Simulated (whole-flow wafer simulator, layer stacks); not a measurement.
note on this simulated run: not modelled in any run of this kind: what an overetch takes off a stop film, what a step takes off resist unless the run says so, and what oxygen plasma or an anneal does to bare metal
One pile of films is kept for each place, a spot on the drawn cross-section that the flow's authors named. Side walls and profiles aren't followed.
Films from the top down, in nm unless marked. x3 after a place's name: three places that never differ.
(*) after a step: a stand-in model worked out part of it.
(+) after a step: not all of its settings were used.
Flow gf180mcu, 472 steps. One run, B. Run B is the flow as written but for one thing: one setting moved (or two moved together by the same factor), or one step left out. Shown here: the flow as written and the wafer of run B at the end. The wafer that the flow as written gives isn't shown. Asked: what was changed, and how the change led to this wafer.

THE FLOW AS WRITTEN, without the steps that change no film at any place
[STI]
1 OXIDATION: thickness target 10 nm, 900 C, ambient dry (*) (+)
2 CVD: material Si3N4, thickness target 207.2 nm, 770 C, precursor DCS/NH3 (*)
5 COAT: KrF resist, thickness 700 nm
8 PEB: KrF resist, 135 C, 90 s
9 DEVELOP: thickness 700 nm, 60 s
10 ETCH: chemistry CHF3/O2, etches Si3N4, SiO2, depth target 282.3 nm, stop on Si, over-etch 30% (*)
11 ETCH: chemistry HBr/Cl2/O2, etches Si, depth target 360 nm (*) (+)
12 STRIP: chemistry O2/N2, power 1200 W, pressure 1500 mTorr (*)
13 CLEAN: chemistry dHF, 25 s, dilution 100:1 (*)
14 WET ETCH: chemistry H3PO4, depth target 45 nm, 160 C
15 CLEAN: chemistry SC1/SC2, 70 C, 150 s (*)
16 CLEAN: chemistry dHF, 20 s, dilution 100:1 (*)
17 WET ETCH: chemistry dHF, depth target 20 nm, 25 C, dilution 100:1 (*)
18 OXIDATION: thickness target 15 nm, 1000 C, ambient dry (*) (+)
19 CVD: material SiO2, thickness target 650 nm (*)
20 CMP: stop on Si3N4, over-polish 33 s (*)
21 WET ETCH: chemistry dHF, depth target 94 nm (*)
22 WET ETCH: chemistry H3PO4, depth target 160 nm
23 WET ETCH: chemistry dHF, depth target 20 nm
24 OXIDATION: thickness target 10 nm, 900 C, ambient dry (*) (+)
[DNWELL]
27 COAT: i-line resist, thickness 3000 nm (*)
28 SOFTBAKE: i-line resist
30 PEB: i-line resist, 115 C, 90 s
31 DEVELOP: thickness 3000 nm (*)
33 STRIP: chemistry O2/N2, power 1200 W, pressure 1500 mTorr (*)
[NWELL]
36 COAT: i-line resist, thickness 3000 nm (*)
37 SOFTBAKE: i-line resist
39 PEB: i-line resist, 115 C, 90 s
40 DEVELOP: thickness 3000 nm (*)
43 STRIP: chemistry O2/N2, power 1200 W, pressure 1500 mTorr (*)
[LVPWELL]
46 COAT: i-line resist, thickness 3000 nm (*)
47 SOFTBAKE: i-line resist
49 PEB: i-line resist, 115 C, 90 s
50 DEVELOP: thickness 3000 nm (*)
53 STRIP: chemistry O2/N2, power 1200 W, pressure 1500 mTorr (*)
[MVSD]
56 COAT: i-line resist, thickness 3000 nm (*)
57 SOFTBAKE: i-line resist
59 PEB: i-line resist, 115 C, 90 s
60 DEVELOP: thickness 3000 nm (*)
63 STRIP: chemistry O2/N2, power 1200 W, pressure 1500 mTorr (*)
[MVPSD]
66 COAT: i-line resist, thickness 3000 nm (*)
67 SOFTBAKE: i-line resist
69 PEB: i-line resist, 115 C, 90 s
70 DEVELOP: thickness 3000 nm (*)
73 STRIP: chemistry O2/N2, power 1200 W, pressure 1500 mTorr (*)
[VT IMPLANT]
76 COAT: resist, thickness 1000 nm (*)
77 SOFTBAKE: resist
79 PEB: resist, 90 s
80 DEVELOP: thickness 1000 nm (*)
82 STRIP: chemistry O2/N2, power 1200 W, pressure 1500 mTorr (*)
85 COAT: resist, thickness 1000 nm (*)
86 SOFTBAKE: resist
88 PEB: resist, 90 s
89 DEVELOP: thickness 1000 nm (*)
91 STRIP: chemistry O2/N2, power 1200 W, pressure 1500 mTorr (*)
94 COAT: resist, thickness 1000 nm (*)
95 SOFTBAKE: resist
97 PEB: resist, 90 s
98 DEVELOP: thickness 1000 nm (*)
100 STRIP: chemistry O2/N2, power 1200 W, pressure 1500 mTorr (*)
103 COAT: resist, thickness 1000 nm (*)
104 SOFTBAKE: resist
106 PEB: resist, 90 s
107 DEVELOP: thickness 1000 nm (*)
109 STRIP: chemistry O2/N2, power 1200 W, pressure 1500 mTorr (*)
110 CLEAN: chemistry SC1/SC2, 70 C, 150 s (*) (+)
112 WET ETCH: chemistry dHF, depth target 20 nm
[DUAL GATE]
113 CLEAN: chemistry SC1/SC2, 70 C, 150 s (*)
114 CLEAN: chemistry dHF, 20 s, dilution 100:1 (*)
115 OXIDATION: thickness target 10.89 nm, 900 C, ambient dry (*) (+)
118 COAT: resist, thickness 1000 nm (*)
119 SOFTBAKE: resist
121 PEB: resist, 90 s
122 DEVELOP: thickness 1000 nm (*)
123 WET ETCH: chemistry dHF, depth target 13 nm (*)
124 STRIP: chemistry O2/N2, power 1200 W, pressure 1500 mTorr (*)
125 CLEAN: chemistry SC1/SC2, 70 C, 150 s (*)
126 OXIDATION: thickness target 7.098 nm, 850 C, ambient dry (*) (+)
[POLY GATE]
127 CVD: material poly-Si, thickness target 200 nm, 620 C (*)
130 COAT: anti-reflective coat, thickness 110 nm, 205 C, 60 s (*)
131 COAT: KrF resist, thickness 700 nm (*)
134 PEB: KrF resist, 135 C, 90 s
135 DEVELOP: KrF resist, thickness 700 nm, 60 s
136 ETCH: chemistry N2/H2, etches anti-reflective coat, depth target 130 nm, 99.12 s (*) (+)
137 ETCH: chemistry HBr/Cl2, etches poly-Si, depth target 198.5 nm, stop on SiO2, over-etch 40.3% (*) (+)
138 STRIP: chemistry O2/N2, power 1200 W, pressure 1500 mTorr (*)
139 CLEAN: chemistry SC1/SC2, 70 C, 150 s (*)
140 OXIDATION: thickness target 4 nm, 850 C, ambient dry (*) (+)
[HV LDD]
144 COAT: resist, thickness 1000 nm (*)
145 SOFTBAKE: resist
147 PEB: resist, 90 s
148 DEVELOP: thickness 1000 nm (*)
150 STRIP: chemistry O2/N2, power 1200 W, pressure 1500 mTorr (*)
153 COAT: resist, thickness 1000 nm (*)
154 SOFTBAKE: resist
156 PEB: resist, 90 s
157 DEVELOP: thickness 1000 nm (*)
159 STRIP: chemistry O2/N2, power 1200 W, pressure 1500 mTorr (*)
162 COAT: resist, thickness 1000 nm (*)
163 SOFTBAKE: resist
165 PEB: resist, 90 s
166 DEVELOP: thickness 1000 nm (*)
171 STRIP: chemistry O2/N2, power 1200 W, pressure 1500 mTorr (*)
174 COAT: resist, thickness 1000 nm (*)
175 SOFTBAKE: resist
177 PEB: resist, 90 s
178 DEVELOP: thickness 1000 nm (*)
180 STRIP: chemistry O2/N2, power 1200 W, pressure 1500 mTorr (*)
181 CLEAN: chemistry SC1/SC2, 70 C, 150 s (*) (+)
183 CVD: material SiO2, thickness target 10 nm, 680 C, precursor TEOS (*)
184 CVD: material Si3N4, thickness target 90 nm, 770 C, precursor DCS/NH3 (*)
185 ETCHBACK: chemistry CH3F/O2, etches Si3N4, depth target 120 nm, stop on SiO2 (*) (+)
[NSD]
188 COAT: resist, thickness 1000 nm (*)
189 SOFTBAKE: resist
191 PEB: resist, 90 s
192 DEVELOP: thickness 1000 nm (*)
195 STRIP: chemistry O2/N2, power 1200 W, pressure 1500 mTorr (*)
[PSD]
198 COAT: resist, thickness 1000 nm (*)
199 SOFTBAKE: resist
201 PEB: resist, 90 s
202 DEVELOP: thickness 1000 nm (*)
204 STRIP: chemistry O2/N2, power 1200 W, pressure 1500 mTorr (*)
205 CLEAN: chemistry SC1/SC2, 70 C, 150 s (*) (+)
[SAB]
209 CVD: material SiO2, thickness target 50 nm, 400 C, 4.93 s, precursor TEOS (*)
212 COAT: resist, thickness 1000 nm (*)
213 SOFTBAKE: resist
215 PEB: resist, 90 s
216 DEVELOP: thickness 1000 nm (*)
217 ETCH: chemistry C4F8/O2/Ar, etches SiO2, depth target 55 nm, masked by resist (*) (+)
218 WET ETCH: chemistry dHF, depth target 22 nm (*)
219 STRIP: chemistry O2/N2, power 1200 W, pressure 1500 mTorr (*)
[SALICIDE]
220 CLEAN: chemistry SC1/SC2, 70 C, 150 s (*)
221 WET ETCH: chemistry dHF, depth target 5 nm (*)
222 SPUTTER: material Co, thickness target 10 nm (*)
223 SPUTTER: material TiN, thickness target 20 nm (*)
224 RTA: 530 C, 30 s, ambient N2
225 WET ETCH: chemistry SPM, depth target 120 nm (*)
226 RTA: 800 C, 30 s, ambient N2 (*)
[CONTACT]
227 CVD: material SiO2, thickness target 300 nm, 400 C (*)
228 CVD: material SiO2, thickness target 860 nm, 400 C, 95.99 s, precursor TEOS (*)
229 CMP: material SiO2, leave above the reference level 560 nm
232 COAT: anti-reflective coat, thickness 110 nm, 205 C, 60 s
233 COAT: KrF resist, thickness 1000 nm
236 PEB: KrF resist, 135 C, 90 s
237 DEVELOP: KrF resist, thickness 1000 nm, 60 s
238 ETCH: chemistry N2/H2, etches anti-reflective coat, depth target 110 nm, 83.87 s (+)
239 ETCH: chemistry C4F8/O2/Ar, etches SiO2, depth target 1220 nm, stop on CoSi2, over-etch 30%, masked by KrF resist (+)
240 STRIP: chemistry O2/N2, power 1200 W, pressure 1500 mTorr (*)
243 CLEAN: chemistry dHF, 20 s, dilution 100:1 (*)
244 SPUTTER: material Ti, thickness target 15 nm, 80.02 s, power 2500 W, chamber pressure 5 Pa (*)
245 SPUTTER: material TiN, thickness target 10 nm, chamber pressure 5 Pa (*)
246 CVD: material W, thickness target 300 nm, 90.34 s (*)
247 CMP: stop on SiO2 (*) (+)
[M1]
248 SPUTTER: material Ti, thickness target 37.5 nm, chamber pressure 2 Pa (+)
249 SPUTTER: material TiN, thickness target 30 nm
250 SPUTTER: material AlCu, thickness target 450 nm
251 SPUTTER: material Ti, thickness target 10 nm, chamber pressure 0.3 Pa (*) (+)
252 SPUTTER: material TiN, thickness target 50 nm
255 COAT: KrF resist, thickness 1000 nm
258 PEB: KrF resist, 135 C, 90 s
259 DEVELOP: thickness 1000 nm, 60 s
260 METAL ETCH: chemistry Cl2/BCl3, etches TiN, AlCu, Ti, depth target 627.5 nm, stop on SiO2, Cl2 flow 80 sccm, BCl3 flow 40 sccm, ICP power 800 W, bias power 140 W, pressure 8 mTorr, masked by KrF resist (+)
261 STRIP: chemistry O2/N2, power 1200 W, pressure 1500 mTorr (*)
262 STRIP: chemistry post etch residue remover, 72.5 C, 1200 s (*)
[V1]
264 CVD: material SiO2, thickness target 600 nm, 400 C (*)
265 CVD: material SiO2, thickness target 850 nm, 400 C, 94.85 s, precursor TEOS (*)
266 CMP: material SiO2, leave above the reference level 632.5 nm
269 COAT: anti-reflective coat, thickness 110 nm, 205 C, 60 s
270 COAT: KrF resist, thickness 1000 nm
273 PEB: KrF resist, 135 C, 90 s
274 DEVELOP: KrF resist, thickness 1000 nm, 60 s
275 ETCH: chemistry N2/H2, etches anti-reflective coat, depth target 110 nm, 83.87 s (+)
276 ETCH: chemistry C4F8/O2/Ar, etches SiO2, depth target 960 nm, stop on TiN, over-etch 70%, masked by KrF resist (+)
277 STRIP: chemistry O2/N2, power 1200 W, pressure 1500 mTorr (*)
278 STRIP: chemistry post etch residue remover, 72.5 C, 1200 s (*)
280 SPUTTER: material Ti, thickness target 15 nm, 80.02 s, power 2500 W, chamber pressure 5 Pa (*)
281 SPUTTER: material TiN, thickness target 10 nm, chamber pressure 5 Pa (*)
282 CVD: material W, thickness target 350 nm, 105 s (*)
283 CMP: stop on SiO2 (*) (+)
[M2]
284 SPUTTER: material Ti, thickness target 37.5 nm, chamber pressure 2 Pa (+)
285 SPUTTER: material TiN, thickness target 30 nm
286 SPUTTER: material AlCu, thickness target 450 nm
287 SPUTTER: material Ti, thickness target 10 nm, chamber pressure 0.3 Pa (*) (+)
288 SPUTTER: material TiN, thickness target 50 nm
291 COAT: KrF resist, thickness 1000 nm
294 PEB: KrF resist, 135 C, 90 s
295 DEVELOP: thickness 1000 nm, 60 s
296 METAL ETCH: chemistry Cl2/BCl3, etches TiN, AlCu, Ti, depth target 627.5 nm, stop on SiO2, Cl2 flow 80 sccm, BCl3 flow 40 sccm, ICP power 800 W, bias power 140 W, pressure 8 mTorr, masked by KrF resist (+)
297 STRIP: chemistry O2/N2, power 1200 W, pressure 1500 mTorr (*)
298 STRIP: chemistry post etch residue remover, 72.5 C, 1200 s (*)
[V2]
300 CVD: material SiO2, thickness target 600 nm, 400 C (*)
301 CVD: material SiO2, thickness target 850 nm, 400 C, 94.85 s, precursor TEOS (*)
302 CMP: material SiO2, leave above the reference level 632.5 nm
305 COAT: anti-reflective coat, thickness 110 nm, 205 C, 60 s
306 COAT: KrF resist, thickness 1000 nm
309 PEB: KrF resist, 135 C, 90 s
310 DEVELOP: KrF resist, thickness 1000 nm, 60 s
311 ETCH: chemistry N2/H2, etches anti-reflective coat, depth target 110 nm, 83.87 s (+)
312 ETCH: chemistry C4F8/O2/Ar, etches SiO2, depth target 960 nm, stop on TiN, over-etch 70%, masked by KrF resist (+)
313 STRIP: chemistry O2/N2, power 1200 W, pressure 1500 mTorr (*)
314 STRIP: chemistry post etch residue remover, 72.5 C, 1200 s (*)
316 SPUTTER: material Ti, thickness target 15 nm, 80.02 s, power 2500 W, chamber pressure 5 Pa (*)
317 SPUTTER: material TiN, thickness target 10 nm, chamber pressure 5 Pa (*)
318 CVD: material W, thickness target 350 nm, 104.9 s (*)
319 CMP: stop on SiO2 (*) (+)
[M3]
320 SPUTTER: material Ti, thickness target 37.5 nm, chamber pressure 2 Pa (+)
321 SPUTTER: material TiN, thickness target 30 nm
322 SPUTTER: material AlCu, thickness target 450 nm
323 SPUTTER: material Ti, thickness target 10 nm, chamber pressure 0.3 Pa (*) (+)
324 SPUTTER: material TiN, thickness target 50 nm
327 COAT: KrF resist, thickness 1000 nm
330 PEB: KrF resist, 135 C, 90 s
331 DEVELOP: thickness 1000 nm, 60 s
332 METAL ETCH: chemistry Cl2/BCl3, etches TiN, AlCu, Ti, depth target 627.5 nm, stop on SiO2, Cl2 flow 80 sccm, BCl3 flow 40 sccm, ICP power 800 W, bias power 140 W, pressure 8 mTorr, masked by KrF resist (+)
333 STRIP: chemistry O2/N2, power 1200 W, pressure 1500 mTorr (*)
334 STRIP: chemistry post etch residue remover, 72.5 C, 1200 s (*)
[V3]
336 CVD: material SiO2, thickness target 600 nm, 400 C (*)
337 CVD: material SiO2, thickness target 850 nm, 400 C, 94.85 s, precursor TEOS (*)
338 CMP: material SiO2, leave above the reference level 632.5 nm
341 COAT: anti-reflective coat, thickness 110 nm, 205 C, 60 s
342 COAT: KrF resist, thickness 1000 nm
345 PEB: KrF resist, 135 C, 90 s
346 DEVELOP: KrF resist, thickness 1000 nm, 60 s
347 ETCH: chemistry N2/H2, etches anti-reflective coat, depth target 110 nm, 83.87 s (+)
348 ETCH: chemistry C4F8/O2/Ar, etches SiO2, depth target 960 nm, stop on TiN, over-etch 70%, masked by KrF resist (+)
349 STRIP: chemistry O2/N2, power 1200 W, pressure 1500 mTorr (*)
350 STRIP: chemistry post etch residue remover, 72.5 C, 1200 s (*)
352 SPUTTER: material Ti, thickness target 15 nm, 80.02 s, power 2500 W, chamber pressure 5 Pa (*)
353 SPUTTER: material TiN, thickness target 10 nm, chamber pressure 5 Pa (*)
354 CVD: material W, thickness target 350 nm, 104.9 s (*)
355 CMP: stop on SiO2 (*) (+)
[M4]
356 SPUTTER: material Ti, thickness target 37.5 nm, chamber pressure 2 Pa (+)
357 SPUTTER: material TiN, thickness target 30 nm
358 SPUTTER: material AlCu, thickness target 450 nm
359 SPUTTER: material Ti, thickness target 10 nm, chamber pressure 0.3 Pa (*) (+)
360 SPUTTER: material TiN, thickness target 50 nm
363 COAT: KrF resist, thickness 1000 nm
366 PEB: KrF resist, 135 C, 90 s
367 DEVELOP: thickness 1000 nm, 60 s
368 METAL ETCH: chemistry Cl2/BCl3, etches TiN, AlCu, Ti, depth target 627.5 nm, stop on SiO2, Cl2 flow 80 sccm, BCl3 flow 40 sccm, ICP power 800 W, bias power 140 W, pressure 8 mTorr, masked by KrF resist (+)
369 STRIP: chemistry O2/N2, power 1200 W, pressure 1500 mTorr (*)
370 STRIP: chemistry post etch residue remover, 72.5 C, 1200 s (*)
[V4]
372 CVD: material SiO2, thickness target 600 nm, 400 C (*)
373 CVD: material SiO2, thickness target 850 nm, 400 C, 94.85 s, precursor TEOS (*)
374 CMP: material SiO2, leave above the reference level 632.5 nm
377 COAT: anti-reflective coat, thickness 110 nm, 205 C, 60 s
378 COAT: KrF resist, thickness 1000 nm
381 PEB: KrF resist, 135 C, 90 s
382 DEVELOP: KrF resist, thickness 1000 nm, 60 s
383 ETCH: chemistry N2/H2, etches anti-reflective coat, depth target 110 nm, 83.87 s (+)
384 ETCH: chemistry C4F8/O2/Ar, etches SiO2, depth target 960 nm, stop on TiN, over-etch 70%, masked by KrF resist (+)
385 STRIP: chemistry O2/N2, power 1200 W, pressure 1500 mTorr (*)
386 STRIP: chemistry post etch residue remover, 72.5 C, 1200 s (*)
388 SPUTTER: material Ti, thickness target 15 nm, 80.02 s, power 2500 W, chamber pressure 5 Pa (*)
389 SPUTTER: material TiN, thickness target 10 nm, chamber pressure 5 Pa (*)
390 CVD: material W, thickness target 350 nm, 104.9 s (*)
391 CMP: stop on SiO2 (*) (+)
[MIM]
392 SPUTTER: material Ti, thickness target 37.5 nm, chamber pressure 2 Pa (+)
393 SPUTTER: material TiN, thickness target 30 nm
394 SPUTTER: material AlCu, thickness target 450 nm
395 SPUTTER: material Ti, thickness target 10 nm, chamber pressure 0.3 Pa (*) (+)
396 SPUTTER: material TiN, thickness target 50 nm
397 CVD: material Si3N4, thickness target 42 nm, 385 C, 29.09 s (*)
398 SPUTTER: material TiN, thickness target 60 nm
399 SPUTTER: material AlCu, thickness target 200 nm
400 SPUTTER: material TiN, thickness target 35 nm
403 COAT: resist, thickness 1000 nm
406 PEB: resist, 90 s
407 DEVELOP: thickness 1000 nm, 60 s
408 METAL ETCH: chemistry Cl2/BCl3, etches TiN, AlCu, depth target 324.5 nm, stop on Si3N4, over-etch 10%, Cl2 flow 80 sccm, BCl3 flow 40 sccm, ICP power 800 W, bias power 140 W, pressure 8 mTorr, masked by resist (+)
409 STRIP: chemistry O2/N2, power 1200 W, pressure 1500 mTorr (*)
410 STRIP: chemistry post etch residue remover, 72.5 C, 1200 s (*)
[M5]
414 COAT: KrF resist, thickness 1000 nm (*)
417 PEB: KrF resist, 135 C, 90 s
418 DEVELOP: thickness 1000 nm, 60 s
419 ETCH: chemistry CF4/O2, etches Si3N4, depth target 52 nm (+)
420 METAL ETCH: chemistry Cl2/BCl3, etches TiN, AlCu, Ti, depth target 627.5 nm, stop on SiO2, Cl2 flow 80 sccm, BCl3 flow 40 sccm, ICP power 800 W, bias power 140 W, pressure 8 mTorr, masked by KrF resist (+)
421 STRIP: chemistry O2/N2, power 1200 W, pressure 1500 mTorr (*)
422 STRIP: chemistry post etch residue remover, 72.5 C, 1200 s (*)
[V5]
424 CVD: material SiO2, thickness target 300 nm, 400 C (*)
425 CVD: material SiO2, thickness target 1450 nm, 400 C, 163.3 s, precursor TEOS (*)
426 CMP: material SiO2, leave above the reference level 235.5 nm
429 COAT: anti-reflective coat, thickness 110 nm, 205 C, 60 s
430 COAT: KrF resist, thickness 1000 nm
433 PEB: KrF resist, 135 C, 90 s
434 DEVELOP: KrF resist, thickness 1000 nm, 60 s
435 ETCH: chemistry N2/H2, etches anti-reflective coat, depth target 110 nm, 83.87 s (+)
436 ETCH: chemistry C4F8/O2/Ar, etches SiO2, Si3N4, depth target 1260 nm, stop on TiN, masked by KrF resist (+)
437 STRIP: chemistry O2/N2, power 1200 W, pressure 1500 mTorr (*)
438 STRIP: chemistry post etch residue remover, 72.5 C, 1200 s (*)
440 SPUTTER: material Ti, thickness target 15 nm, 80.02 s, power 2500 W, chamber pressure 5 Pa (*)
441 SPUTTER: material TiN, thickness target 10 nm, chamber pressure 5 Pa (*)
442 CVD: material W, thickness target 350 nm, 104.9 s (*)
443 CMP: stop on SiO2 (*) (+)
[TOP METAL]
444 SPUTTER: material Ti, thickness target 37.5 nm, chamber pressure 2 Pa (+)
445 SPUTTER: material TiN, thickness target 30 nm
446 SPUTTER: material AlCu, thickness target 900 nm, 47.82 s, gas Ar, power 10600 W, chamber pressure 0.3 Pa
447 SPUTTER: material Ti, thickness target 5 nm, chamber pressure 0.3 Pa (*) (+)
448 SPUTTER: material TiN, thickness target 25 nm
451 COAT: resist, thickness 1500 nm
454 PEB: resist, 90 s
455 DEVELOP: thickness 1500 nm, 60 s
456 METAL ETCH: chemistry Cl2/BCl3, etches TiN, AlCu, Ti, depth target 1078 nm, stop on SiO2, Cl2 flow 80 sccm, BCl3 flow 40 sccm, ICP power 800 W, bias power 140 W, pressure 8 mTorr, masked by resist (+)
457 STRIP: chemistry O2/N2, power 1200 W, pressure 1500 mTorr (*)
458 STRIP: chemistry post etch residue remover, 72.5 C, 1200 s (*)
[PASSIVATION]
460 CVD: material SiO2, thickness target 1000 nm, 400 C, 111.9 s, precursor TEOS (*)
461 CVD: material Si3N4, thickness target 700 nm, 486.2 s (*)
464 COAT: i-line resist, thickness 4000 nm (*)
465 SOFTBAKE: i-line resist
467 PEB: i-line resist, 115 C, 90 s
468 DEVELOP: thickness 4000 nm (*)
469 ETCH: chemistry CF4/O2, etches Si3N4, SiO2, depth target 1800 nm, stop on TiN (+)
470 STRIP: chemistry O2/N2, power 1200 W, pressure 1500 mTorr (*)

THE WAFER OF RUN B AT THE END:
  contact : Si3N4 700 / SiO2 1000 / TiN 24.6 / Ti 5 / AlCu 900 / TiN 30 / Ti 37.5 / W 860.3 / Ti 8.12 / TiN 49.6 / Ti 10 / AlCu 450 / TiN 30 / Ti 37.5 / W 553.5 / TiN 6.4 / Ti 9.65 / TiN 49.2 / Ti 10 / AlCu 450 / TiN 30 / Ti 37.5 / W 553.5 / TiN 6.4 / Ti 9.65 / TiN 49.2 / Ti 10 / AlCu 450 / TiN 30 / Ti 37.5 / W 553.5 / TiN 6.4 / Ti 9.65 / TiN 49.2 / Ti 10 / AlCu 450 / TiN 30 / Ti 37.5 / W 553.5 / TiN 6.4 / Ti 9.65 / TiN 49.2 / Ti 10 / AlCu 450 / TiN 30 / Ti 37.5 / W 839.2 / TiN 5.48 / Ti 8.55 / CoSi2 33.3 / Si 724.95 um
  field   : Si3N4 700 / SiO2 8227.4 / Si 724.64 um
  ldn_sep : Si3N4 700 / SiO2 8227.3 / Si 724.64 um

The cause: step 441, SPUTTER: material TiN, thickness target 10 nm, chamber pressure 5 Pa (*), was left out.

How the change led to this, step by step:
  443 CMP: stop on SiO2 (*) (+)
      field, field__w1, field__w2 and 108 more: W -350 (all of it), Ti -15 (all of it), SiO2 -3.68 (as written it would be: W -350 (all of it), TiN -10 (all of it), Ti -15 (all of it), SiO2 -3.78)
      contact: W -368.7 (as written it would be: W -378.8)
